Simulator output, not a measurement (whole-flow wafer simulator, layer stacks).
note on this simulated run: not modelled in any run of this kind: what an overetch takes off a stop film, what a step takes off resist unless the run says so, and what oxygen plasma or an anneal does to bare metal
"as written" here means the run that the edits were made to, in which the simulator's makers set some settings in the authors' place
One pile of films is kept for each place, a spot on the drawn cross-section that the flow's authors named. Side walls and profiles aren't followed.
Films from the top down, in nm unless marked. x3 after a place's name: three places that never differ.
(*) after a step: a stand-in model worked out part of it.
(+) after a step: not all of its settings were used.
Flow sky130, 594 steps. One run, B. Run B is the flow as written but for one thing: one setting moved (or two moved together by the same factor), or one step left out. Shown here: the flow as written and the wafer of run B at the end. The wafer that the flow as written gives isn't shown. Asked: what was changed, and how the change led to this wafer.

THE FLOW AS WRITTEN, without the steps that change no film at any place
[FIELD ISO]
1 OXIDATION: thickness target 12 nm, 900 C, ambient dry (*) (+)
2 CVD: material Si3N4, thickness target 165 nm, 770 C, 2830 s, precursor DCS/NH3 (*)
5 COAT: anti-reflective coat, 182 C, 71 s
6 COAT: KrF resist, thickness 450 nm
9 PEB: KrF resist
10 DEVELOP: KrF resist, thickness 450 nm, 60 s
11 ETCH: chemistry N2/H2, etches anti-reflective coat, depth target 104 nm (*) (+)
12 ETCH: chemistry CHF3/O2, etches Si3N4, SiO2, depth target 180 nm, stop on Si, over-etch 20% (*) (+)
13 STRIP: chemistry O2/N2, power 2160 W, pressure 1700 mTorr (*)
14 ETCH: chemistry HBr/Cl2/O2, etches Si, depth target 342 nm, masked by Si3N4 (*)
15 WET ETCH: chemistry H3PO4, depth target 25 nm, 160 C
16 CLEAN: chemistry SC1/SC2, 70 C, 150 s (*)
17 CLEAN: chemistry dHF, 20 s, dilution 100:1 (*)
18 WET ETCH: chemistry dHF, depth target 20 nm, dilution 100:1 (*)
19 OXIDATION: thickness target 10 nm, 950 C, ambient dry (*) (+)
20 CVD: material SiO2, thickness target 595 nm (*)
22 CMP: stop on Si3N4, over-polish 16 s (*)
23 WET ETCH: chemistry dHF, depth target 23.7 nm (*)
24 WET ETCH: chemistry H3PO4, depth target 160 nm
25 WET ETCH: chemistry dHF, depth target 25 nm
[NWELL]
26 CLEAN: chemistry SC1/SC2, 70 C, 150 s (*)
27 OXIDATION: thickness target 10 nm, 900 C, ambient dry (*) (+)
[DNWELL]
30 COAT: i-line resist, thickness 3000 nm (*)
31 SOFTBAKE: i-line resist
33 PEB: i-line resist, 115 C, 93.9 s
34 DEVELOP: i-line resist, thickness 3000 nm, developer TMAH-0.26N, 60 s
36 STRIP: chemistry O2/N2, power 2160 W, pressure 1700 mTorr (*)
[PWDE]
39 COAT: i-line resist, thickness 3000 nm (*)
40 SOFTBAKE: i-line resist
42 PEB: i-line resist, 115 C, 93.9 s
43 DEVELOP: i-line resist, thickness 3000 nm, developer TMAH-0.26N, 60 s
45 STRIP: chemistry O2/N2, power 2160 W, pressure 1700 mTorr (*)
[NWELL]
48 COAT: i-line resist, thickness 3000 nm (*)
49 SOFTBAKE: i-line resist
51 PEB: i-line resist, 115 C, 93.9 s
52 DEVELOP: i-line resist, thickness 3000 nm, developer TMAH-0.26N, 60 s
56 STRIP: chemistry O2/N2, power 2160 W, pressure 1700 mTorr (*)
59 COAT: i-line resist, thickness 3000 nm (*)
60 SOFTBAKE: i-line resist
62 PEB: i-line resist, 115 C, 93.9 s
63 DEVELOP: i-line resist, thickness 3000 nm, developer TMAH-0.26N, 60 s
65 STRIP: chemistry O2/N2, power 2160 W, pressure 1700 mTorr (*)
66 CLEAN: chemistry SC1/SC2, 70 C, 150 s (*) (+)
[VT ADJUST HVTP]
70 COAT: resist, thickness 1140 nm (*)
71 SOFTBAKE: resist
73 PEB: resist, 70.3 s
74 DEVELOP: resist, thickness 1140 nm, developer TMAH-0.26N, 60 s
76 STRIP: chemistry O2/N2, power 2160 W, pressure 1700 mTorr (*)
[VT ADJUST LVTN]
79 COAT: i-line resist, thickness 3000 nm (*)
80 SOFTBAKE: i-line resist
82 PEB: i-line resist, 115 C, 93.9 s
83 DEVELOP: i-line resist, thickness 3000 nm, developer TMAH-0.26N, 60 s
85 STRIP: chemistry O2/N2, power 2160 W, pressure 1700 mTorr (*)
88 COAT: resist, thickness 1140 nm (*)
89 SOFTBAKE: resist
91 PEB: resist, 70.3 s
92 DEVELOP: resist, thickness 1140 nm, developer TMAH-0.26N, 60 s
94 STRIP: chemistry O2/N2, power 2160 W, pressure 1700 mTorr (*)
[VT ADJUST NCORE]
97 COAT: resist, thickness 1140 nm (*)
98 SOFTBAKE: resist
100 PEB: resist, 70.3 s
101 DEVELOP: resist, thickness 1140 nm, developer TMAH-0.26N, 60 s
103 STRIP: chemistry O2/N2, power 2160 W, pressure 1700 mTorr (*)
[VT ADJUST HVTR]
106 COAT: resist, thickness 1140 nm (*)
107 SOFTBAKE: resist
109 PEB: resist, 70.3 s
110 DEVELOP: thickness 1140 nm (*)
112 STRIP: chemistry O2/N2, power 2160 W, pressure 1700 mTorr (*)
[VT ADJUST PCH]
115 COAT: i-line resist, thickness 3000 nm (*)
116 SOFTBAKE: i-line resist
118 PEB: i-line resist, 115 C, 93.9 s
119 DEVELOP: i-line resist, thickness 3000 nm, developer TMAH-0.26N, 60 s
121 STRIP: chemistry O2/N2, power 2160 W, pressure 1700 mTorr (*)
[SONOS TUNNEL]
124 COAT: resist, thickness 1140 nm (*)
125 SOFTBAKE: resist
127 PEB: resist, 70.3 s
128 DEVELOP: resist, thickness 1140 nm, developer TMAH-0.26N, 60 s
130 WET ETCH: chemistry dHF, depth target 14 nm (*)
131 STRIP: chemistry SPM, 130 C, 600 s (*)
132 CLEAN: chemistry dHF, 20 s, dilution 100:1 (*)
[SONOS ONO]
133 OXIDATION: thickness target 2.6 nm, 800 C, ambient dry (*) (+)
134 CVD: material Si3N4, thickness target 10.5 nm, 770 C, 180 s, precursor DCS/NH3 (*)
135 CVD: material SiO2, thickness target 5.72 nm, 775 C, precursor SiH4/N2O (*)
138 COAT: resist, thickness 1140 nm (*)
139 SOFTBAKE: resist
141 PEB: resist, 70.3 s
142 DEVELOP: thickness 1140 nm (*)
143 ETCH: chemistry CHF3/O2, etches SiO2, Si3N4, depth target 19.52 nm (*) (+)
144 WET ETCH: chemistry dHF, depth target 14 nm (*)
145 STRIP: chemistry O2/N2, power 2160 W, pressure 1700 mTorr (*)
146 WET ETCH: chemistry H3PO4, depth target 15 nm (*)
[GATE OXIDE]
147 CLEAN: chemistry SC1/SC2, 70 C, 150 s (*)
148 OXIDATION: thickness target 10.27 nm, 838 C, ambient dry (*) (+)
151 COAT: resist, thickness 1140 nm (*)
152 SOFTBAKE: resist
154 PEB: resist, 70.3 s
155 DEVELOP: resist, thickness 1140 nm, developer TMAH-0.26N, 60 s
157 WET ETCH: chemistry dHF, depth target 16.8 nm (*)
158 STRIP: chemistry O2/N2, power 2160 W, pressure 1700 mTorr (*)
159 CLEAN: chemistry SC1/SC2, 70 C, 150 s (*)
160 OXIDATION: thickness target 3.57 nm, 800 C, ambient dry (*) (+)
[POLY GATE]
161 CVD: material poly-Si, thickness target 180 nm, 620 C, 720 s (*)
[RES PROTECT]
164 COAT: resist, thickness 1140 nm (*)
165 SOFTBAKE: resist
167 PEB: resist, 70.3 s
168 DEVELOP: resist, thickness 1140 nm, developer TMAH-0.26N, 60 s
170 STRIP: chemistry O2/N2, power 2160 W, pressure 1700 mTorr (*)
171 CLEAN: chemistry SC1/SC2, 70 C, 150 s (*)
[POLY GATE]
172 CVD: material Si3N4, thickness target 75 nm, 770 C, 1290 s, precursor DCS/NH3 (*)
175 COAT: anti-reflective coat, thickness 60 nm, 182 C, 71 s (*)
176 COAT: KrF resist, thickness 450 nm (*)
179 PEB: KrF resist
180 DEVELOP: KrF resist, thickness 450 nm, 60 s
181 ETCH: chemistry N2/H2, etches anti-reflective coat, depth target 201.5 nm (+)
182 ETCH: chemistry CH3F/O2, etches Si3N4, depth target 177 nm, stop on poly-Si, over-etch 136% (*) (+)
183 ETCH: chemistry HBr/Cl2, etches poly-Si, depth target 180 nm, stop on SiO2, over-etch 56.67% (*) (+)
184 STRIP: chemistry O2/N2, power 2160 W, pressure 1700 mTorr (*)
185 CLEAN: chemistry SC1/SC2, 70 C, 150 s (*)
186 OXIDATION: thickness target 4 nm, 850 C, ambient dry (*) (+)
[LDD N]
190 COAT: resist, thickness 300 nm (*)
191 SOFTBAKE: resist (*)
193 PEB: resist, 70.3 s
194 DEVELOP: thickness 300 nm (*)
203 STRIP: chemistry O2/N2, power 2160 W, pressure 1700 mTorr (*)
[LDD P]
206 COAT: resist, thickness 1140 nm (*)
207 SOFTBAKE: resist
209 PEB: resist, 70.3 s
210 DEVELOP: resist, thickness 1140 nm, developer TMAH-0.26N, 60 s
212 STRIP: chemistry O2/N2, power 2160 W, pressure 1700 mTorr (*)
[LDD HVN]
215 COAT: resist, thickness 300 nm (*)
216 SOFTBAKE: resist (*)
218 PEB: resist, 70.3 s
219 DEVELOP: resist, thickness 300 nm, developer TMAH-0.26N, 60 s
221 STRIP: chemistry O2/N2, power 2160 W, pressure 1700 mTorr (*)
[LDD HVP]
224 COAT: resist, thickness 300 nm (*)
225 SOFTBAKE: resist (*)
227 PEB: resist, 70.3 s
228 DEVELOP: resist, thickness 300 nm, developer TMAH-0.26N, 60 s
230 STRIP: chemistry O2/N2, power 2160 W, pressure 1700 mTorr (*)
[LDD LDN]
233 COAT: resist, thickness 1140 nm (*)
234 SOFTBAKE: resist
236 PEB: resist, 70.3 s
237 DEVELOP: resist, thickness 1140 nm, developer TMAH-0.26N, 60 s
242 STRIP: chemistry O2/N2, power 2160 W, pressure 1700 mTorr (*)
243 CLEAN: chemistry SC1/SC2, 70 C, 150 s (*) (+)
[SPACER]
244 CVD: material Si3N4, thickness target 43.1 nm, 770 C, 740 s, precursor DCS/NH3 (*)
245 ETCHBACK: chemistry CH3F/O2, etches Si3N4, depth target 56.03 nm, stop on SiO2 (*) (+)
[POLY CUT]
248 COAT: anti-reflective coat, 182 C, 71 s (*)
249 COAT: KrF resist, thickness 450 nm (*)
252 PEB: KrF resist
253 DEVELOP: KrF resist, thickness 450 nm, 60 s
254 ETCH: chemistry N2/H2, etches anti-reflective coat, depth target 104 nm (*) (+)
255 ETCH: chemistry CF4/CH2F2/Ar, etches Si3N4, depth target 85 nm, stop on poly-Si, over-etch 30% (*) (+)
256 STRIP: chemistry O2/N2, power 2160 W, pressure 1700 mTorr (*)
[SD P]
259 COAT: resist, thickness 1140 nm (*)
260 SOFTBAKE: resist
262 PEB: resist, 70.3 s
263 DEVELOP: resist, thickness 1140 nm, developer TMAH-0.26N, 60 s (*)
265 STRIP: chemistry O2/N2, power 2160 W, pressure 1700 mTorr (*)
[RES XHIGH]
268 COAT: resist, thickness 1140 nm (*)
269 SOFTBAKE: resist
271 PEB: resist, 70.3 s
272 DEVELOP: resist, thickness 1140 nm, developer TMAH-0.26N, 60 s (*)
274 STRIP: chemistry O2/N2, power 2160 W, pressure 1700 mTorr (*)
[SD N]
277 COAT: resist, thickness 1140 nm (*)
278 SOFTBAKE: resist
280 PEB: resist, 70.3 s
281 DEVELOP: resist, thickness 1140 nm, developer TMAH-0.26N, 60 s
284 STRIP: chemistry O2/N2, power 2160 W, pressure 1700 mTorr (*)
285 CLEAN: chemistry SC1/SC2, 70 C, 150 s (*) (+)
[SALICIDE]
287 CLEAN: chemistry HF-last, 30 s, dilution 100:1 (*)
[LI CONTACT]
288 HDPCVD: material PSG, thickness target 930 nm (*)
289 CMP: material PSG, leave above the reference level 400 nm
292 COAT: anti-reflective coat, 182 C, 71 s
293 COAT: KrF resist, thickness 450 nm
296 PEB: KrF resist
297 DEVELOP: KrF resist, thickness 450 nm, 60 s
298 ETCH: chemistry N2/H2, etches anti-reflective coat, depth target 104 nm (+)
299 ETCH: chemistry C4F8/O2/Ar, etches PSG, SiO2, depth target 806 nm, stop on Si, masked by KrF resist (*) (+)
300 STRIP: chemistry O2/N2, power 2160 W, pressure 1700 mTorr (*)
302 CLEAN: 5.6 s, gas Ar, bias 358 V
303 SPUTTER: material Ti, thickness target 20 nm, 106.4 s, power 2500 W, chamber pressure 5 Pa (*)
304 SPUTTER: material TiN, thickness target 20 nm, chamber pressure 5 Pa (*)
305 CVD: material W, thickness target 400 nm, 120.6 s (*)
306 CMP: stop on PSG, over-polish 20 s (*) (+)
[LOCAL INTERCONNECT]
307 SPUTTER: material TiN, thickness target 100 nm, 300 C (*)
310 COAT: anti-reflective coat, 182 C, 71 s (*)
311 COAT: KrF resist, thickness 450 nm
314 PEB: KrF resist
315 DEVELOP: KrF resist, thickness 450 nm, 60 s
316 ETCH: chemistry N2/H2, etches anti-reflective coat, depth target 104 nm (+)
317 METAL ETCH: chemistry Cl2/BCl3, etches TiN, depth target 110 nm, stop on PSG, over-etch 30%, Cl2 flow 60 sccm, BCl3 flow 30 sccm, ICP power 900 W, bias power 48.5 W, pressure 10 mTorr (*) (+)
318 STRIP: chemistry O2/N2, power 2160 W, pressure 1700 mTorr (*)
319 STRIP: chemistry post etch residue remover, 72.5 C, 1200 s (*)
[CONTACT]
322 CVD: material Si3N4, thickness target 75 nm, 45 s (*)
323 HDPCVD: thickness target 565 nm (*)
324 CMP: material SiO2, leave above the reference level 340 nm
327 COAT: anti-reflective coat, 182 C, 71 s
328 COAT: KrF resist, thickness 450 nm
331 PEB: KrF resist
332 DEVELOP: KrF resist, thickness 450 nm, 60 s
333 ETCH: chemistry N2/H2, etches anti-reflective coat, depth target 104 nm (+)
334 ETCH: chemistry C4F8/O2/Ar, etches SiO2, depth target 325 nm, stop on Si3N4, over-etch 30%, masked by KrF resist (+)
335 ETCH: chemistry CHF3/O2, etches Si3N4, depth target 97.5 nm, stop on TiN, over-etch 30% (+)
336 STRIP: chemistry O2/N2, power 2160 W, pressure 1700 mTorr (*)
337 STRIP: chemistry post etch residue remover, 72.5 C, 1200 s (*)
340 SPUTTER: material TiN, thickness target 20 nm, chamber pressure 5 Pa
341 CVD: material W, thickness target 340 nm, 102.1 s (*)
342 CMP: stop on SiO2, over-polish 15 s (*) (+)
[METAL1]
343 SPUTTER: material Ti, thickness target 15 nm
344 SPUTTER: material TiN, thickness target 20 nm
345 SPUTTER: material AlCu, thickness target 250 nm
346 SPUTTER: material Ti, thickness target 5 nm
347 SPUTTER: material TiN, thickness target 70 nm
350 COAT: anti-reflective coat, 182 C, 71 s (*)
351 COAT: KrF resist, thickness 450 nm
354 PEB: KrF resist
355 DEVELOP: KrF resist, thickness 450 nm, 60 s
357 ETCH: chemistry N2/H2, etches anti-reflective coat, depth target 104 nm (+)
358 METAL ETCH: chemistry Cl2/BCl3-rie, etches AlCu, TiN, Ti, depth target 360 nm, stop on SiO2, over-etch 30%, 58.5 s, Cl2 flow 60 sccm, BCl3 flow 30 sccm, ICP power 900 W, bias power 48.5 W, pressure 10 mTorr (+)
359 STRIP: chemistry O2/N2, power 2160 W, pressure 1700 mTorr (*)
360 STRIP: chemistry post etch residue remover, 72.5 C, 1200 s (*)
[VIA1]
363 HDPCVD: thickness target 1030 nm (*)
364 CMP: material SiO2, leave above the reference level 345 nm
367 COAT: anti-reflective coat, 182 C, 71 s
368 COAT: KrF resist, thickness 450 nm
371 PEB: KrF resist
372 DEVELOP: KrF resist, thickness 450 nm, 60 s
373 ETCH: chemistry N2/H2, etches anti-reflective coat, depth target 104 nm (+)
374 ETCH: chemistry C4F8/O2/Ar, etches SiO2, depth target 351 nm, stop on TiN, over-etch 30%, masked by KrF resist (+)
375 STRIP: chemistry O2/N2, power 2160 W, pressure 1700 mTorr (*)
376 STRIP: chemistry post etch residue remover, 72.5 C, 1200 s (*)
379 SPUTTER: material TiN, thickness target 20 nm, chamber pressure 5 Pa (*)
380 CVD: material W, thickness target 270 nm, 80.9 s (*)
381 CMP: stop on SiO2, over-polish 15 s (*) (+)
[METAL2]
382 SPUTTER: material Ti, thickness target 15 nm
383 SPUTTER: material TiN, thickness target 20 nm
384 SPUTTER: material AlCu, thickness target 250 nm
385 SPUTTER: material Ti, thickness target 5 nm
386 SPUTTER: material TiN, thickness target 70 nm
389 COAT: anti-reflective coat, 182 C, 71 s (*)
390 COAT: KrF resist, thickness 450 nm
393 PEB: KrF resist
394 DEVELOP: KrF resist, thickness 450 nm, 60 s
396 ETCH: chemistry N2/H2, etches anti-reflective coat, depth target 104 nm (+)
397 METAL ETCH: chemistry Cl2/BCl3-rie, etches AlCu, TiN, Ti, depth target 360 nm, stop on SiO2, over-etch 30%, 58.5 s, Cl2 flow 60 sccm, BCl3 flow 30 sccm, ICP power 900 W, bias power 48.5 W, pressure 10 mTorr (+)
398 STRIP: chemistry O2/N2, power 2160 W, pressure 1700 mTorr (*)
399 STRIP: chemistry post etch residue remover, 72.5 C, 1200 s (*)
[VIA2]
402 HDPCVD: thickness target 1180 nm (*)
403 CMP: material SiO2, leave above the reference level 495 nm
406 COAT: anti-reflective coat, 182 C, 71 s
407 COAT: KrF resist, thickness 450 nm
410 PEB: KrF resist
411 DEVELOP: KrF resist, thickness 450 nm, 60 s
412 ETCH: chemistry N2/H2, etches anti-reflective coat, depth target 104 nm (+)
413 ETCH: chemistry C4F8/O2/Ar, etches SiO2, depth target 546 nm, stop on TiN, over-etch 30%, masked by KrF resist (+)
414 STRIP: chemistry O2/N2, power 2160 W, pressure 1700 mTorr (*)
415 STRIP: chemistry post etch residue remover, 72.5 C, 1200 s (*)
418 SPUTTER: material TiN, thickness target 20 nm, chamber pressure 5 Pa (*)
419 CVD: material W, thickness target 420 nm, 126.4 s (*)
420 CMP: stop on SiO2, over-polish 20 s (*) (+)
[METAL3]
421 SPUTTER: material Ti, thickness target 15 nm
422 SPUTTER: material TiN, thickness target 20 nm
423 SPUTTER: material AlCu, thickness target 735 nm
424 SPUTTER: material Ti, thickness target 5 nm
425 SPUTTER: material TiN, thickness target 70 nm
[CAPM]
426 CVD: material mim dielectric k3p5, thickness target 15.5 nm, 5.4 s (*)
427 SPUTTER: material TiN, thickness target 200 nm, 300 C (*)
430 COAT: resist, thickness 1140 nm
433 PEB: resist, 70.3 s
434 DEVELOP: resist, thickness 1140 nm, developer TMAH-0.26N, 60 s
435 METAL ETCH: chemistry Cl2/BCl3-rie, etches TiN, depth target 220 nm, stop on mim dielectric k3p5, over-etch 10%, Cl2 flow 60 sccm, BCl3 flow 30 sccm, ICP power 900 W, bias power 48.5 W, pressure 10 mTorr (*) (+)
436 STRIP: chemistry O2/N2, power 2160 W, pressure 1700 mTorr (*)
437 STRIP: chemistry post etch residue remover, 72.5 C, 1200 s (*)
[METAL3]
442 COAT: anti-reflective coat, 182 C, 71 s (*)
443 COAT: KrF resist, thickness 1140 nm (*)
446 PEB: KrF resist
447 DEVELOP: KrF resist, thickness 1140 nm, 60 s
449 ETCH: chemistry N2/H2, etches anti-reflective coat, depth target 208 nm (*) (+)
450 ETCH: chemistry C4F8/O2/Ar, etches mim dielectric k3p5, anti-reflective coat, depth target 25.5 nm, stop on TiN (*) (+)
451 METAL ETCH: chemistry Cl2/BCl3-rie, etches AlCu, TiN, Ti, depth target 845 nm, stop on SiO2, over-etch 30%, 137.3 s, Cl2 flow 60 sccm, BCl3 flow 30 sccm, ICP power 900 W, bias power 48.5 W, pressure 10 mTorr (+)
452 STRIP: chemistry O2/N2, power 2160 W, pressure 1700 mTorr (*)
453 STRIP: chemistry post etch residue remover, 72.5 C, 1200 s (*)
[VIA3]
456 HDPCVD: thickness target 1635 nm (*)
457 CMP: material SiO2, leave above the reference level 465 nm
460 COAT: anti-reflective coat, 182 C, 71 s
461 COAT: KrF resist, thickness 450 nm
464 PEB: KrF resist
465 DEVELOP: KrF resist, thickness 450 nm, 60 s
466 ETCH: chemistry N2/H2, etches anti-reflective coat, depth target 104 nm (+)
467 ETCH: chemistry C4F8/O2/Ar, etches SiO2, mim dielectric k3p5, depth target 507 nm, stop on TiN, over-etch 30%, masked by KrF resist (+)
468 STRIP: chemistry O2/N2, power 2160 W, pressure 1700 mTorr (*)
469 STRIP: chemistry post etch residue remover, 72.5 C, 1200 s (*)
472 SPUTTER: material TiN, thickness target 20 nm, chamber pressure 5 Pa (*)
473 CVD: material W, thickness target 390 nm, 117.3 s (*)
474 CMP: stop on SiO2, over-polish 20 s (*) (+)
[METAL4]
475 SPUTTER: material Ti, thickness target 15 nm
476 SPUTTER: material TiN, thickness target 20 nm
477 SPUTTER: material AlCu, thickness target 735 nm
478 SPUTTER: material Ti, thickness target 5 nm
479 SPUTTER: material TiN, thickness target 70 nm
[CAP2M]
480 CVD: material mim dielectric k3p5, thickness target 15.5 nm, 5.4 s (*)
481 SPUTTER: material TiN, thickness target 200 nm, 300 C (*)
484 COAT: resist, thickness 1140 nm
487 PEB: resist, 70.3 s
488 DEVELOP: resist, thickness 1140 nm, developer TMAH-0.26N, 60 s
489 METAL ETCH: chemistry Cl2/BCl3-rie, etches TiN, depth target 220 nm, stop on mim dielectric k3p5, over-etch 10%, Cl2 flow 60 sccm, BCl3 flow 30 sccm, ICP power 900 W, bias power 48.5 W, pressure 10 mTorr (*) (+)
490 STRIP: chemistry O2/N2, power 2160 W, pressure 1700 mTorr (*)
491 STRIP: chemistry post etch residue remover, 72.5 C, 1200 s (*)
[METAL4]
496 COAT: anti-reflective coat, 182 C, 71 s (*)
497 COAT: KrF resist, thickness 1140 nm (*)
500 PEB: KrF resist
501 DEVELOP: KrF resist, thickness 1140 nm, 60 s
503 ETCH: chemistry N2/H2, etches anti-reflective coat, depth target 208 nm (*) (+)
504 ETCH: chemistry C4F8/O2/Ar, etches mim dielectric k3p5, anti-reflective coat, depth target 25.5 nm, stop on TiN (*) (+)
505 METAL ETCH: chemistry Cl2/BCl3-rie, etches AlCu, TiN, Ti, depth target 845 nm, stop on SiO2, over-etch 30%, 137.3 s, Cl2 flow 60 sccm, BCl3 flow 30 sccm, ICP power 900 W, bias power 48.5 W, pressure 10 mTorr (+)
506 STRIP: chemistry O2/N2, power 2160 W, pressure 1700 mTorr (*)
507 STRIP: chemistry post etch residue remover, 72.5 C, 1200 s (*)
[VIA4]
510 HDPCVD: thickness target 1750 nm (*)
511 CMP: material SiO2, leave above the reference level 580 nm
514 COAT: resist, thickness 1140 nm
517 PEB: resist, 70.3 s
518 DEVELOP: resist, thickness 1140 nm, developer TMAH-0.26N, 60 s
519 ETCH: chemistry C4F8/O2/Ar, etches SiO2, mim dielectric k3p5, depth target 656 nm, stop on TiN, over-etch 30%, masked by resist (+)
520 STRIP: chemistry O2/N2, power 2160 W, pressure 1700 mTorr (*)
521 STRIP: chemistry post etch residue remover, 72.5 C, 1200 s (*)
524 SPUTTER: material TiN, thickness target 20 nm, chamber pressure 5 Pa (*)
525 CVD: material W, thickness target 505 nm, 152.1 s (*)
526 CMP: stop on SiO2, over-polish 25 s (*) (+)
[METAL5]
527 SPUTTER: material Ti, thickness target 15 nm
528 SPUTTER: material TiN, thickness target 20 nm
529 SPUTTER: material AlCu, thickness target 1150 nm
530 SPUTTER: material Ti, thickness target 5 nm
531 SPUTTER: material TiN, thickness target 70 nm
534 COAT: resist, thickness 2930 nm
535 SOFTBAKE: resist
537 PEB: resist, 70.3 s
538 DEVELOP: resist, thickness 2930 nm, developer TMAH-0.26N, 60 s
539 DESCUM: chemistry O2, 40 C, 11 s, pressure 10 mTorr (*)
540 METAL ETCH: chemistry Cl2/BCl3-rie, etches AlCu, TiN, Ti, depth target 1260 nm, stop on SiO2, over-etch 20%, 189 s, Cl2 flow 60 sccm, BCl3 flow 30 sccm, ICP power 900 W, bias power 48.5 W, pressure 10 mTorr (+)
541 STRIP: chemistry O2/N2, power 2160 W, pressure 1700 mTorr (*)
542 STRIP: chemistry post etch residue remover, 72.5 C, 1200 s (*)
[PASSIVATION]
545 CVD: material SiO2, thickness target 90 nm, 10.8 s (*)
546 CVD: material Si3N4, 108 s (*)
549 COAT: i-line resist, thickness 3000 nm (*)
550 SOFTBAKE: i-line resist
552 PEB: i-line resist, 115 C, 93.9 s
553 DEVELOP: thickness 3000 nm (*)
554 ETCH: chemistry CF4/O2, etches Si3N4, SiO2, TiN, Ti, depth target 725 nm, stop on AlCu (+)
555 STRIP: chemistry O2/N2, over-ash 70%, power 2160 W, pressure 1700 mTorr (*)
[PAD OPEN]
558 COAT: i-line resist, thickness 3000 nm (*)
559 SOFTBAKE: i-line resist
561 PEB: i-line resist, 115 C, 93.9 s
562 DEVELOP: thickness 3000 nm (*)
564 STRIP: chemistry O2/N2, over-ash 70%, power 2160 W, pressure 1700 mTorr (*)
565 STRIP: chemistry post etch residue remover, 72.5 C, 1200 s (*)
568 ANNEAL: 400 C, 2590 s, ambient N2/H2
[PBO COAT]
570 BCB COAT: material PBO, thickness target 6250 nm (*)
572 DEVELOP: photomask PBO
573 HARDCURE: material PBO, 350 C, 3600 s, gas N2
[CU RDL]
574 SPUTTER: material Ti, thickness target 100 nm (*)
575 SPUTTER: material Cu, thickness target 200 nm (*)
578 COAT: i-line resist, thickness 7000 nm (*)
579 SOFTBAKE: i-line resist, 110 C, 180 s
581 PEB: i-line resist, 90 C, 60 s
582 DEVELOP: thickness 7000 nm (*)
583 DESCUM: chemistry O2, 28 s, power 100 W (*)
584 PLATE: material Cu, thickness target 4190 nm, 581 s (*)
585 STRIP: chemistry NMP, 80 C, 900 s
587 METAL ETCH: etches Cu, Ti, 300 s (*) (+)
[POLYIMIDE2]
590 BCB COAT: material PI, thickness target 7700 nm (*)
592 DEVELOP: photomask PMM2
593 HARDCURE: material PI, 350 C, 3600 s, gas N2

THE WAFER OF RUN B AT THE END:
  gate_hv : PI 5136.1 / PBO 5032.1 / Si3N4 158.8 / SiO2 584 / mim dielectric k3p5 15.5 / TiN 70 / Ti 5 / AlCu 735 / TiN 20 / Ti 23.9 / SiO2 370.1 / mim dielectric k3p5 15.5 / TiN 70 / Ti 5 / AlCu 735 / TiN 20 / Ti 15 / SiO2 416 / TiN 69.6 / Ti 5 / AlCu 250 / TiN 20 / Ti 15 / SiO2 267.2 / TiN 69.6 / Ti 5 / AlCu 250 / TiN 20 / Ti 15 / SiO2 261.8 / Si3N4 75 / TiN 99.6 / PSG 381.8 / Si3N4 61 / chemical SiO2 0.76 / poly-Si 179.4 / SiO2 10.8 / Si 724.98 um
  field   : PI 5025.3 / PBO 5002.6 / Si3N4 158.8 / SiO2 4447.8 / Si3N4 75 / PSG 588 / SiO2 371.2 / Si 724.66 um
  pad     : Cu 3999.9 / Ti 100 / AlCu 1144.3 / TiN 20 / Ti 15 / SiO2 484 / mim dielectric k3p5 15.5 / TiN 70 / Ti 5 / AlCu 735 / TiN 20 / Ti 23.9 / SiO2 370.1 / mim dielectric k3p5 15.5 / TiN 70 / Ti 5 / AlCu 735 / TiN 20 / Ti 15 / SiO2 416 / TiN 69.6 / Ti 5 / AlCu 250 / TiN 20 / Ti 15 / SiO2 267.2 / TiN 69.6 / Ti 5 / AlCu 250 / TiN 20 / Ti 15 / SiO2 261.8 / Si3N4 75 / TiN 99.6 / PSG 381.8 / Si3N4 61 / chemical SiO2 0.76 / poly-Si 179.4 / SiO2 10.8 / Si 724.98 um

The cause: step 475, SPUTTER: thickness target 23.9 nm was run, where the flow has thickness target 15 nm.
It can be read off the wafer: gate_hv has Ti 23.9, and step 475 as written asks for 15 nm.

How the change led to this, step by step:
  475 SPUTTER: material Ti, thickness target 15 nm
      field, active, n_well and 189 more: Ti +23.9 (new film) (as written it would be: Ti +15 (new film))
  505 METAL ETCH: chemistry Cl2/BCl3-rie, etches AlCu, TiN, Ti, depth target 845 nm, stop on SiO2, over-etch 30%, 137.3 s, Cl2 flow 60 sccm, BCl3 flow 30 sccm, ICP power 900 W, bias power 48.5 W, pressure 10 mTorr (+)
      field, gate, spacer and 68 more: TiN -70 (all of it), Ti -5 (all of it), AlCu -735 (all of it), TiN -20 (all of it), Ti -23.9 (all of it), SiO2 -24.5 (as written it would be: TiN -70 (all of it), Ti -5 (all of it), AlCu -735 (all of it), TiN -20 (all of it), Ti -15 (all of it), SiO2 -25.4)
      active, vpp_iso1, mim_edge_plate and 14 more: TiN -70 (all of it), Ti -5 (all of it), AlCu -735 (all of it), TiN -20 (all of it), Ti -23.9 (all of it), SiO2 -24.5 (as written it would be: TiN -70 (all of it), Ti -5 (all of it), AlCu -735 (all of it), TiN -20 (all of it), Ti -15 (all of it), SiO2 -25.3)
  511 CMP: material SiO2, leave above the reference level 580 nm
      field, active, gate and 77 more: SiO2 -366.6 (as written it would be: SiO2 -374.7)
      iso_guard__w1, mim_edge_gap, vpp_l1ln, vpp_m3ln, rpm_encl, via2_enc, rpm_encl_psd, iso_guard_nsd_tip: SiO2 -366.6 (as written it would be: SiO2 -374.6)
